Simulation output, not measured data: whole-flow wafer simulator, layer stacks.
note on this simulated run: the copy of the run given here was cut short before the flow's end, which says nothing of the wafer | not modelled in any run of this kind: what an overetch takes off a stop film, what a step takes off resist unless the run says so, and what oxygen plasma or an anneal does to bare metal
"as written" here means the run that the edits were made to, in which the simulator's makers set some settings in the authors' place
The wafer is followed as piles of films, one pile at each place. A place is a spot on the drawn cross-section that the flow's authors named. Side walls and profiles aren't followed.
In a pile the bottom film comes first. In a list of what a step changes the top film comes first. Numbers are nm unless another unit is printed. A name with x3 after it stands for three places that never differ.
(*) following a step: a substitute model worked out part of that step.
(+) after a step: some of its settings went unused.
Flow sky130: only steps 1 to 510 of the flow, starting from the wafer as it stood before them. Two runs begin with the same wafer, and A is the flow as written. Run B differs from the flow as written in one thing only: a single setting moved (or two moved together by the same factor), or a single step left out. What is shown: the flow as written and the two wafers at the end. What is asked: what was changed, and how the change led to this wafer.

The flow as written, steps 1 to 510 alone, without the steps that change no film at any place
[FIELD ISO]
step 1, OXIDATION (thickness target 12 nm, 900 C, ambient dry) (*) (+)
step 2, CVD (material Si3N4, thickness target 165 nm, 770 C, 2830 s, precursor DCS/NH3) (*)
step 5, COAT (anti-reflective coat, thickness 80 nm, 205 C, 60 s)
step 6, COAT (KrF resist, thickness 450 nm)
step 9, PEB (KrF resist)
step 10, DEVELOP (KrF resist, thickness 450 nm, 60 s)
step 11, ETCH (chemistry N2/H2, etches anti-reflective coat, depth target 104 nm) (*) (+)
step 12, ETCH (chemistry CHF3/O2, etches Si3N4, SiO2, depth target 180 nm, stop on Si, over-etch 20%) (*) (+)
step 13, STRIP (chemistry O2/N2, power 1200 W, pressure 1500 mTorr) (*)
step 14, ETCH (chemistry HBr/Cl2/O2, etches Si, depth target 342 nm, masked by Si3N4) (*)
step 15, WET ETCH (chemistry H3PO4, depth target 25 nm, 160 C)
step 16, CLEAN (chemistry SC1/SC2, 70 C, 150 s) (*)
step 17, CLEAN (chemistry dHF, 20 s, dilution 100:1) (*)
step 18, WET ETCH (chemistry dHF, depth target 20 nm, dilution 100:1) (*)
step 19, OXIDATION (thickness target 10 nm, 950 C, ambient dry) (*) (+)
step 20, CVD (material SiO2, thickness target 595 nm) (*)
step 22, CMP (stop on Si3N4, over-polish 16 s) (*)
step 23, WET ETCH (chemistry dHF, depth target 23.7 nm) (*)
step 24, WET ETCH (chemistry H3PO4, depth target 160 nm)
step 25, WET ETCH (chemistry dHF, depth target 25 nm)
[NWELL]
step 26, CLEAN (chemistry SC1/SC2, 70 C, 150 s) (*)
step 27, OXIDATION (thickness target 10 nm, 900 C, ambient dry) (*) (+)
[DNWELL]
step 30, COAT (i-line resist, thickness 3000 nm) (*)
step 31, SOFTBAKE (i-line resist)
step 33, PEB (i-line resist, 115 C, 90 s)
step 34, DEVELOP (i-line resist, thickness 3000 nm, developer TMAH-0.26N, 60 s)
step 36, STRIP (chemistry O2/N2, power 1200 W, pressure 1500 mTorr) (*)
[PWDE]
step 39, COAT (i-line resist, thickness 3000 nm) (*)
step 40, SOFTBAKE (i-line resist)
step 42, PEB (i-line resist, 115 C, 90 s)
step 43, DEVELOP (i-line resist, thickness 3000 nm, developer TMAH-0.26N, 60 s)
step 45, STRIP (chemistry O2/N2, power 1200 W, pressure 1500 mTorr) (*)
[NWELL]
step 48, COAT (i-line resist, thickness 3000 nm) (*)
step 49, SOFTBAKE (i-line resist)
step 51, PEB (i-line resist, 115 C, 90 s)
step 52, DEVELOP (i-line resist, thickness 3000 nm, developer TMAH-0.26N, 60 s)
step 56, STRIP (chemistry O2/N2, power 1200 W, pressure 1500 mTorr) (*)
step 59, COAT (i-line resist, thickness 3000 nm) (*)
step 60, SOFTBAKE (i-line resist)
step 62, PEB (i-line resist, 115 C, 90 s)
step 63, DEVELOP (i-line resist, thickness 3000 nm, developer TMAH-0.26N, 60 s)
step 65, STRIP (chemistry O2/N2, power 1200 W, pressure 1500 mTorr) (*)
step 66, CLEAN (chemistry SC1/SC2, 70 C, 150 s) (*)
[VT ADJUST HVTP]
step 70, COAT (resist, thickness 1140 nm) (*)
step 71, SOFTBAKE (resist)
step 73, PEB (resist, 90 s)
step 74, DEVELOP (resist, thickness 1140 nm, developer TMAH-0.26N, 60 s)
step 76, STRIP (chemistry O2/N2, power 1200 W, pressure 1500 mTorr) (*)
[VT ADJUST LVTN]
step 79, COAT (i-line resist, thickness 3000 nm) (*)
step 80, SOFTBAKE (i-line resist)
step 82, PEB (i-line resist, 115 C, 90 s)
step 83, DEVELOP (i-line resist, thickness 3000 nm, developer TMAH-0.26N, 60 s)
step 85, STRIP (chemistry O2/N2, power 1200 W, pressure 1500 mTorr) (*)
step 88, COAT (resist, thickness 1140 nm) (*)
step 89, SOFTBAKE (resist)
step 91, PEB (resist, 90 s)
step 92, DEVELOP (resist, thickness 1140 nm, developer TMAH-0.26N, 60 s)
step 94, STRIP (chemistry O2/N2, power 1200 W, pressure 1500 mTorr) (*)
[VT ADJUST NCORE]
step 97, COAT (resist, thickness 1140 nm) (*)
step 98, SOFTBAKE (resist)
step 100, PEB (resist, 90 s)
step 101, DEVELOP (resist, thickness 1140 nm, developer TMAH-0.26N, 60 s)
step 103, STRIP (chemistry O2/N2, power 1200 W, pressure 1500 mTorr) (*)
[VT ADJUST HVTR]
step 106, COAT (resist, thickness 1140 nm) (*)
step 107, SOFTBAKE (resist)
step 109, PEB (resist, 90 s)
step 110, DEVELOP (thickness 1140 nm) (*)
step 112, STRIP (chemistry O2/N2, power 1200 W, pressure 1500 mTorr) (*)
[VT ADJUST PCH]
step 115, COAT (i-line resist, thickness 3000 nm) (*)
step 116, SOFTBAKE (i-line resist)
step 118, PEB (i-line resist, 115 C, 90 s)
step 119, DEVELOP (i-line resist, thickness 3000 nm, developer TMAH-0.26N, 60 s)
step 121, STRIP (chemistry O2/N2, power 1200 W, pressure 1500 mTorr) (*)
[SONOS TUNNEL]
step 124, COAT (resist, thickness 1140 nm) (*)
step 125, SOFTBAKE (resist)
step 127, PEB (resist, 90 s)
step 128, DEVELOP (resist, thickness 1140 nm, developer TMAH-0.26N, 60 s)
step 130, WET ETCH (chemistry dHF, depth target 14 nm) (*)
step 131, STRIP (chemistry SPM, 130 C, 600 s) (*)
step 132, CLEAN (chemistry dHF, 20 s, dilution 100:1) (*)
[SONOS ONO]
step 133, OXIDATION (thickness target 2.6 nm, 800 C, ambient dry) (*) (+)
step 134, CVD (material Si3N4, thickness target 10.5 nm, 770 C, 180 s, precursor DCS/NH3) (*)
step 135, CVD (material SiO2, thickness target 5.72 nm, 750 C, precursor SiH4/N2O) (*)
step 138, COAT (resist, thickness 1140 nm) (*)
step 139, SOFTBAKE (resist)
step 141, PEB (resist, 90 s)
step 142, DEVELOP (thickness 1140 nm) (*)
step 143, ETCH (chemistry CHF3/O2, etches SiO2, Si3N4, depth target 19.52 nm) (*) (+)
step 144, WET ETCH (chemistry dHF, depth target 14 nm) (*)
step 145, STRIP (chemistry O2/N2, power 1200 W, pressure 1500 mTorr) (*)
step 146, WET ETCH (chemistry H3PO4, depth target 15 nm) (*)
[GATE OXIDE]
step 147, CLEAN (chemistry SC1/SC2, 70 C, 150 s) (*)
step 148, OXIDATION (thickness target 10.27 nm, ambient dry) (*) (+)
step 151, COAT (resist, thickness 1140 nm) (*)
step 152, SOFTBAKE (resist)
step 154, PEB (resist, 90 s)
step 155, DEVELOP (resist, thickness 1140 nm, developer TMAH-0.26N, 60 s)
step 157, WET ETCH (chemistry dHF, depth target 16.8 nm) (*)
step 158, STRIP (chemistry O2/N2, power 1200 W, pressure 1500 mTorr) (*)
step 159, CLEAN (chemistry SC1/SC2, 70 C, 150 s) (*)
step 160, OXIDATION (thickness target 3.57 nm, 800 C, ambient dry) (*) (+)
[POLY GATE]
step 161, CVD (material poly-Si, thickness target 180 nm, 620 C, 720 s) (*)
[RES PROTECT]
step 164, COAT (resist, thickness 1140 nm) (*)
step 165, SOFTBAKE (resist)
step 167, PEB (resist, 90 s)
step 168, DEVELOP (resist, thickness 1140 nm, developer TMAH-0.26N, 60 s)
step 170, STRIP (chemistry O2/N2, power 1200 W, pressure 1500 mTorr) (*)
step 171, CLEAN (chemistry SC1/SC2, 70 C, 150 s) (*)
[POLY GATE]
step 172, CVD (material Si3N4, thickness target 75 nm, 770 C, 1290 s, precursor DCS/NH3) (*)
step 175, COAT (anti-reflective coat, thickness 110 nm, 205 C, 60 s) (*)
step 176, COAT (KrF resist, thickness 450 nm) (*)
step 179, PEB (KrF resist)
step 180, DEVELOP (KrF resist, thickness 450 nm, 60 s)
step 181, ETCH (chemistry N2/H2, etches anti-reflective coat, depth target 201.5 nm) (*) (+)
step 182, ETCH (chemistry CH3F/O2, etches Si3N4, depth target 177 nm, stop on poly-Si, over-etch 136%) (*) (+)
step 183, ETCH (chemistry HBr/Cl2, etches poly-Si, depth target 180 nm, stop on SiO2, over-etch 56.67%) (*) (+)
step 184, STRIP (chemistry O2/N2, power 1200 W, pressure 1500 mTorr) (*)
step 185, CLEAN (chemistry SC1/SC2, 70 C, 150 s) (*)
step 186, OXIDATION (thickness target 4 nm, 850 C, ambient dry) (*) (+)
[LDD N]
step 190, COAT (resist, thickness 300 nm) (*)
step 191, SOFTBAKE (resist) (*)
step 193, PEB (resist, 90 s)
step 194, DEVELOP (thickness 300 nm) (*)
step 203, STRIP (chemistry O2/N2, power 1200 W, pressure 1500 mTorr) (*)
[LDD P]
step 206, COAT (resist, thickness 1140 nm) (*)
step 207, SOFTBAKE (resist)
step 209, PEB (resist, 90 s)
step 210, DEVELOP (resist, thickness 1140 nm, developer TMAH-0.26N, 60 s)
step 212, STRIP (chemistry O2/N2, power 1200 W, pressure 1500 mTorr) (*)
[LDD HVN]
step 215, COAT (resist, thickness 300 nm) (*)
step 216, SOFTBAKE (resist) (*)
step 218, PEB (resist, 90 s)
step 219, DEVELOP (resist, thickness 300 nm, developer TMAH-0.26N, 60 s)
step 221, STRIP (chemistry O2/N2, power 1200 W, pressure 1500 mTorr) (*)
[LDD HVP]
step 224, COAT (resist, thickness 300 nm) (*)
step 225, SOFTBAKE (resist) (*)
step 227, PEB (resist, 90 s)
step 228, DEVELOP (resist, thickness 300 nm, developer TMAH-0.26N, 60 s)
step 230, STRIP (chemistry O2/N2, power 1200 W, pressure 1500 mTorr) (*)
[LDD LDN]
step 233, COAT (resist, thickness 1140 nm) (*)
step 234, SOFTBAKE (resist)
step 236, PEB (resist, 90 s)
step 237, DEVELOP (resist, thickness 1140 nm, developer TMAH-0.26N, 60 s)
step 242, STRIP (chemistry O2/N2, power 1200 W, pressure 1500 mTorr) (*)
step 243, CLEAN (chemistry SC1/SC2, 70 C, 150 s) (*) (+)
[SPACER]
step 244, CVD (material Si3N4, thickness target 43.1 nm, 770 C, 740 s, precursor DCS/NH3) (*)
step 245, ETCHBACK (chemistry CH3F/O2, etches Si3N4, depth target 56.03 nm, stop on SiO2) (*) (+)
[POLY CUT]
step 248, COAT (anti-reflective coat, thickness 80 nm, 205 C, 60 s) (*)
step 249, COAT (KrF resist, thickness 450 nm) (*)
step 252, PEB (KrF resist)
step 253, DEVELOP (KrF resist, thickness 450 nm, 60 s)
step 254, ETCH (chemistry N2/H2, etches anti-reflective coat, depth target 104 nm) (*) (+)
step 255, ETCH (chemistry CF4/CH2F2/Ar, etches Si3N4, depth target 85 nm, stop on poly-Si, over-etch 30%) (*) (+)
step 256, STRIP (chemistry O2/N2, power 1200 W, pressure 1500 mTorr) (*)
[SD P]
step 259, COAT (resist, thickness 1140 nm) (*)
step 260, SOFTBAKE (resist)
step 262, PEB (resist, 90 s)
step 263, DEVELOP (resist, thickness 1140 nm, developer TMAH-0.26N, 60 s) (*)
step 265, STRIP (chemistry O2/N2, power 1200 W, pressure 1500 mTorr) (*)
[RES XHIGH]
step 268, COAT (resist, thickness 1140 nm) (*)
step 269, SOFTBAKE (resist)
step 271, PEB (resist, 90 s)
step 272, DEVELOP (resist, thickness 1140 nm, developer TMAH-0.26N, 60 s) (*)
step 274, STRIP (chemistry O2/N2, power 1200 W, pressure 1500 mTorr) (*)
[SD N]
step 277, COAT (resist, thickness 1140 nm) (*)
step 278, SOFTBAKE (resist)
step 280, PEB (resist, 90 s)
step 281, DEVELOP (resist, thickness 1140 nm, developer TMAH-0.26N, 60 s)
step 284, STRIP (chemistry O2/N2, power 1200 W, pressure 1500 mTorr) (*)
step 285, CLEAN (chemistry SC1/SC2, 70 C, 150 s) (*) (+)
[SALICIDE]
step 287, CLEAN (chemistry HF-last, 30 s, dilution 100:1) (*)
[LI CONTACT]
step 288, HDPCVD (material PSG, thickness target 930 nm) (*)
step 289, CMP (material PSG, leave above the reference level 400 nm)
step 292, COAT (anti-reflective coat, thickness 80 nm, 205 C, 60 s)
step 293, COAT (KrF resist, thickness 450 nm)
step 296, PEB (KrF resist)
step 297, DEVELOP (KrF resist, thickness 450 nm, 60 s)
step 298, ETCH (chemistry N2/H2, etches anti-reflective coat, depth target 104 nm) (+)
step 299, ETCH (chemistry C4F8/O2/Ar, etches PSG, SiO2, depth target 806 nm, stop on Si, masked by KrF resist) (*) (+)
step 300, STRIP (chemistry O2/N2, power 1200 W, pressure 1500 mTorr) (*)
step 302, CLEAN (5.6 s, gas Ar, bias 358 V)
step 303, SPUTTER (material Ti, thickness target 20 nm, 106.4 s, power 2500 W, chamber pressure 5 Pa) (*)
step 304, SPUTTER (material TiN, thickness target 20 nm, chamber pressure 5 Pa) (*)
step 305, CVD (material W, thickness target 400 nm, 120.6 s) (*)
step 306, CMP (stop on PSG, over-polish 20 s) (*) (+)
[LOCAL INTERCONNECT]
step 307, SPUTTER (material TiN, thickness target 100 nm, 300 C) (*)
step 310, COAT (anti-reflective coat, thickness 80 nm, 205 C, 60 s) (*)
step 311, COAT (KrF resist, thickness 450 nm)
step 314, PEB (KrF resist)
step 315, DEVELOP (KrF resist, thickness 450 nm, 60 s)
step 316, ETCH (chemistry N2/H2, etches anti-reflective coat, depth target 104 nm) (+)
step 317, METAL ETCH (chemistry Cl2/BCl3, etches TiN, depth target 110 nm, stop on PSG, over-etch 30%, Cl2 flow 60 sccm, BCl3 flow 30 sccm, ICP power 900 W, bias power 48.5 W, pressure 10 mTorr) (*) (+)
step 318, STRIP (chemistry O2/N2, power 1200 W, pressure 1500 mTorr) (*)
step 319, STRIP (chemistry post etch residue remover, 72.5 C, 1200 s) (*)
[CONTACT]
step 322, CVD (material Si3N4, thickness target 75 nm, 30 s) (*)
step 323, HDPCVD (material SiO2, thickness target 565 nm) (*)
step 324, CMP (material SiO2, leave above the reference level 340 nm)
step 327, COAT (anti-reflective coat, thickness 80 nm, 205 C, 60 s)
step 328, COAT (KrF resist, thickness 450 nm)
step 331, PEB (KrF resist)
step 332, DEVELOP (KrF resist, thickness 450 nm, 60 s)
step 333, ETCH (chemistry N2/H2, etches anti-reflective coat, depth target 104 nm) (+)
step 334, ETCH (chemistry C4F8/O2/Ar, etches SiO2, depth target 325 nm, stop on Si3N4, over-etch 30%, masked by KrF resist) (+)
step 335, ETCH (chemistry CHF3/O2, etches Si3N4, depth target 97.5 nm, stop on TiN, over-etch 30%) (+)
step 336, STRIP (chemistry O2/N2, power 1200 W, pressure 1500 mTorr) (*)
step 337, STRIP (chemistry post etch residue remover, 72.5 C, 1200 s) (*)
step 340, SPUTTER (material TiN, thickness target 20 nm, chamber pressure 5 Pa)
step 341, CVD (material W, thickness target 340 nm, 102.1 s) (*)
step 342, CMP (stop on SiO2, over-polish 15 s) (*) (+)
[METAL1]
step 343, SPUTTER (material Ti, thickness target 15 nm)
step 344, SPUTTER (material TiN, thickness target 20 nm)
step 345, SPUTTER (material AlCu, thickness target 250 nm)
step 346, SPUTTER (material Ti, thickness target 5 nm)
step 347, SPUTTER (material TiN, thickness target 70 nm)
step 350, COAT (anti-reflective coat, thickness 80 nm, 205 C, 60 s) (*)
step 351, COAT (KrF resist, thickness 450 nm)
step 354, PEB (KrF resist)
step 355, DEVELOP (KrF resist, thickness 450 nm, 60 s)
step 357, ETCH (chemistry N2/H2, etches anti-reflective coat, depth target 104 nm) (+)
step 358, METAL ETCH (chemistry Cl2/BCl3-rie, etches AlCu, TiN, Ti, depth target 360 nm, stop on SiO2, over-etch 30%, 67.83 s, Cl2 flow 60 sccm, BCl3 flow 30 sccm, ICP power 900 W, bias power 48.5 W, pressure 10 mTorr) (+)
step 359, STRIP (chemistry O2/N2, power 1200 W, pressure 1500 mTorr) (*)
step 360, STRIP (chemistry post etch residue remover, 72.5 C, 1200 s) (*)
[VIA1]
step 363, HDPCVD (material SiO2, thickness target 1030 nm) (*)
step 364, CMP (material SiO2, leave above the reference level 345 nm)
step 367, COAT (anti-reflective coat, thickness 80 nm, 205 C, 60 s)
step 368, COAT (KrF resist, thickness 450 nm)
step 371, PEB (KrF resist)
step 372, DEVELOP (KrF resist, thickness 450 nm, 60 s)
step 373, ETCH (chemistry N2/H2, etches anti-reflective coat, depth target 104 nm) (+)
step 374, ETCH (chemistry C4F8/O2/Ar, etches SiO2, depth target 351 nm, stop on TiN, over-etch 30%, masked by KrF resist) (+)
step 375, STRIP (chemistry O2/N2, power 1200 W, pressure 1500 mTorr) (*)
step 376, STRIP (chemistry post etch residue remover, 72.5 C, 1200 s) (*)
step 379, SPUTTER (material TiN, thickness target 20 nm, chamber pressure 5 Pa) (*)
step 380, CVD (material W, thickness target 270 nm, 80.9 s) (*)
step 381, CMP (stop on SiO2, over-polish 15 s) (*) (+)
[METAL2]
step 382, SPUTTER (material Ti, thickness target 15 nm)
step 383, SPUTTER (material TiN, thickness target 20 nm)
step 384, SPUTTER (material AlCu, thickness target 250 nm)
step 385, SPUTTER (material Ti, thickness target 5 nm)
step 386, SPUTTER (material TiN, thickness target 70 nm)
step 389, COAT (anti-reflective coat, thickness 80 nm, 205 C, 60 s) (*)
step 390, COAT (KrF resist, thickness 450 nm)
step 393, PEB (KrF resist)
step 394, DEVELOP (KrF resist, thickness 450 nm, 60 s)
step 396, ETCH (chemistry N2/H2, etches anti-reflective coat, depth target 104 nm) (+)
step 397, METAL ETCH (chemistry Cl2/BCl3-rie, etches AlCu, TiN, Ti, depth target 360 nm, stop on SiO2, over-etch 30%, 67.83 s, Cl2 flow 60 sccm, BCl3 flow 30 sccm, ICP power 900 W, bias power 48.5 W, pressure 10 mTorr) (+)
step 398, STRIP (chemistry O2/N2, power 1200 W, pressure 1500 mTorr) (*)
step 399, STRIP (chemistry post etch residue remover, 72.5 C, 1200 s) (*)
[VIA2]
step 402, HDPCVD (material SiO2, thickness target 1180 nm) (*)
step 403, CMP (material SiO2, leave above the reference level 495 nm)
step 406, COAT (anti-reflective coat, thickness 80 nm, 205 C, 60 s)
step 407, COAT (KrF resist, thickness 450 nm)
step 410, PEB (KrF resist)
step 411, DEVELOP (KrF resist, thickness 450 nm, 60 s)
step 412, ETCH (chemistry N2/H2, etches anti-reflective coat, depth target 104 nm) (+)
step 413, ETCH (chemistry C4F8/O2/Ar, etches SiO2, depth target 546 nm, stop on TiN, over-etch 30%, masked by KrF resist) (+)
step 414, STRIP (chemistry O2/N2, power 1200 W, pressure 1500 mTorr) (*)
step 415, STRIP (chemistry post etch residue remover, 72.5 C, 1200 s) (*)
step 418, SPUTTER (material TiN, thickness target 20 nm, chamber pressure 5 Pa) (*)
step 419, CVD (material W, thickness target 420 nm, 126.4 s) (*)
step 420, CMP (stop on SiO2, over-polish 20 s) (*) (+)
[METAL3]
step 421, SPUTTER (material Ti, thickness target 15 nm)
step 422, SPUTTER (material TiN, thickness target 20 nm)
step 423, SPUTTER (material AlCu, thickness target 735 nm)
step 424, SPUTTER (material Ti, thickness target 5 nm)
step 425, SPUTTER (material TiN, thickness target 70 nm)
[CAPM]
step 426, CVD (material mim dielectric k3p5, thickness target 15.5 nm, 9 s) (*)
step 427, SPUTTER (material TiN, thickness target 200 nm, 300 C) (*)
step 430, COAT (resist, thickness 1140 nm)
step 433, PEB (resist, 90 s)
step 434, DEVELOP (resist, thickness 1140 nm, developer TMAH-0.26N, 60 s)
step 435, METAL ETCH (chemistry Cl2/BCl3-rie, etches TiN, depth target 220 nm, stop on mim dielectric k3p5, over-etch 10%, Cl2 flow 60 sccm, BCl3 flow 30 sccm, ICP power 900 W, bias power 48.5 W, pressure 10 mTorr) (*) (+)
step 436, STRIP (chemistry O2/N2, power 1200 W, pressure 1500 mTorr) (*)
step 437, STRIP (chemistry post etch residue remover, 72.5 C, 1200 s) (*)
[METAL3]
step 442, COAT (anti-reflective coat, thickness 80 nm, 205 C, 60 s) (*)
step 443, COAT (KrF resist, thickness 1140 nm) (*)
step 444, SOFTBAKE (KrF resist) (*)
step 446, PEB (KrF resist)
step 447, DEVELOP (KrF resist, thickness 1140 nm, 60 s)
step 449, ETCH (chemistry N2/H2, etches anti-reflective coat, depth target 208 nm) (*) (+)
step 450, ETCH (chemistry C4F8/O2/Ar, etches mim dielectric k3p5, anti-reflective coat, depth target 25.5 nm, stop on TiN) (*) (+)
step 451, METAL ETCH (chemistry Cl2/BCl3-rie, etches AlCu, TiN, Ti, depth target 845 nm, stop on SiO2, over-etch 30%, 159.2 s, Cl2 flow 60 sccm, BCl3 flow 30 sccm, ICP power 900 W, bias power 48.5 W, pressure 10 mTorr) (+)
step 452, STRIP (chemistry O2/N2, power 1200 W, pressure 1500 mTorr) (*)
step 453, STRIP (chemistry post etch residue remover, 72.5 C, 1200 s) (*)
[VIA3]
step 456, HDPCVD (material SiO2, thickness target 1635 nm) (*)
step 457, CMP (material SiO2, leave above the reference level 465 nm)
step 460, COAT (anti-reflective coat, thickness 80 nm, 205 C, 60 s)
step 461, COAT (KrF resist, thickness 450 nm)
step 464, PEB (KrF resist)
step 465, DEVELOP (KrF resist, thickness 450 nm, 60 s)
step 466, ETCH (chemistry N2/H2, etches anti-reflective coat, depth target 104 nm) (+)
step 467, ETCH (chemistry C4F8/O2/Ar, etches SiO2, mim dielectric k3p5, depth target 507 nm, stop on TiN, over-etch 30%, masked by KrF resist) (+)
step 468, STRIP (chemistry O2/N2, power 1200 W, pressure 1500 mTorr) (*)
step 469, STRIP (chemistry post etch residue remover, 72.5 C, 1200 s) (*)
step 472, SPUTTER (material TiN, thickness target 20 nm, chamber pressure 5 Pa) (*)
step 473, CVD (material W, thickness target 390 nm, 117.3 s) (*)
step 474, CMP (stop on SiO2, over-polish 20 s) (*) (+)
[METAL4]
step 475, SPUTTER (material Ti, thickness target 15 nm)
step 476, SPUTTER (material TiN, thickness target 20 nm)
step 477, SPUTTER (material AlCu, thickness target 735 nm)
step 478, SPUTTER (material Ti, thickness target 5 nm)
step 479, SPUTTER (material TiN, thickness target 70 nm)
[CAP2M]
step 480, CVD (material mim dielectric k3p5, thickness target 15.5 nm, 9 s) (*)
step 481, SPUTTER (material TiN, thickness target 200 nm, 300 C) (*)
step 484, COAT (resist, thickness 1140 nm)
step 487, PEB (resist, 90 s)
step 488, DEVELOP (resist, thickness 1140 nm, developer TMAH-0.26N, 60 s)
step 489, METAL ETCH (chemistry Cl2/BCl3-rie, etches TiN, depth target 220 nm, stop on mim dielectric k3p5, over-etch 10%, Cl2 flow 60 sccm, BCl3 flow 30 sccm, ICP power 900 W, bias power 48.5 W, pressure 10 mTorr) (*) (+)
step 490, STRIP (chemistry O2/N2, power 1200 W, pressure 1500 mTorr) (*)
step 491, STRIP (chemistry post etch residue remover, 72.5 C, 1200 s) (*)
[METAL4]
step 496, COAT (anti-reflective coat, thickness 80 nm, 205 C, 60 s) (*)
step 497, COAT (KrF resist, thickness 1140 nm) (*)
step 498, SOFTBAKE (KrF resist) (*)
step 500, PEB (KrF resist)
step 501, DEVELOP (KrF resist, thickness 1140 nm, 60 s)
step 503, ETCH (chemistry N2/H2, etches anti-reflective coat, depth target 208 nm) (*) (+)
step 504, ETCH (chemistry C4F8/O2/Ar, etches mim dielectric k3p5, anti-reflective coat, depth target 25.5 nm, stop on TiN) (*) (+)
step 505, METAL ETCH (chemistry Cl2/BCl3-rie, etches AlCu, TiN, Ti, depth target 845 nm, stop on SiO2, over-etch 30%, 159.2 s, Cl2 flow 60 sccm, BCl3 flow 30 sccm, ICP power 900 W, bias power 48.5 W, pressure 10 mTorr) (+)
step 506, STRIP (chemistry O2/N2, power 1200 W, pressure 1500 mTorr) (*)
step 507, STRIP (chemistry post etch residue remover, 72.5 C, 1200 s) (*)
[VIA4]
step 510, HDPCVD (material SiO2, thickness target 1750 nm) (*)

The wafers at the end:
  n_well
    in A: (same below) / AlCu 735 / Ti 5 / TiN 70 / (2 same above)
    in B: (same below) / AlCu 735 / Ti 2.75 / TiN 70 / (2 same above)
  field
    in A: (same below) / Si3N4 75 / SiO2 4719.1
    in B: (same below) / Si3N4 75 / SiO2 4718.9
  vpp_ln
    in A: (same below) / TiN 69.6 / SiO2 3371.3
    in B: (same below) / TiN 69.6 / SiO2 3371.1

The reason: step 478, SPUTTER: thickness target 2.75 nm was run, though the flow has thickness target 5 nm.
The wafer itself shows it: n_well has Ti 2.75, and step 478 as written asks for 5 nm.

The path from the change to this, step by step:
  step 478, SPUTTER (material Ti, thickness target 5 nm)
      field, active, n_well and 189 more: A Ti gains 5 (new film) | B Ti gains 2.75 (new film)
  step 505, METAL ETCH (chemistry Cl2/BCl3-rie, etches AlCu, TiN, Ti, depth target 845 nm, stop on SiO2, over-etch 30%, 159.2 s, Cl2 flow 60 sccm, BCl3 flow 30 sccm, ICP power 900 W, bias power 48.5 W, pressure 10 mTorr) (+)
      field, active, gate and 70 more: A TiN loses 70 (all of it), Ti loses 5 (all of it), AlCu loses 735 (all of it), TiN loses 20 (all of it), Ti loses 15 (all of it), SiO2 loses 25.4 | B TiN loses 70 (all of it), Ti loses 2.75 (all of it), AlCu loses 735 (all of it), TiN loses 20 (all of it), Ti loses 15 (all of it), SiO2 loses 25.6
      vpp_iso1, mim_edge_plate, m1_ln and 12 more: A TiN loses 70 (all of it), Ti loses 5 (all of it), AlCu loses 735 (all of it), TiN loses 20 (all of it), Ti loses 15 (all of it), SiO2 loses 25.3 | B TiN loses 70 (all of it), Ti loses 2.75 (all of it), AlCu loses 735 (all of it), TiN loses 20 (all of it), Ti loses 15 (all of it), SiO2 loses 25.6
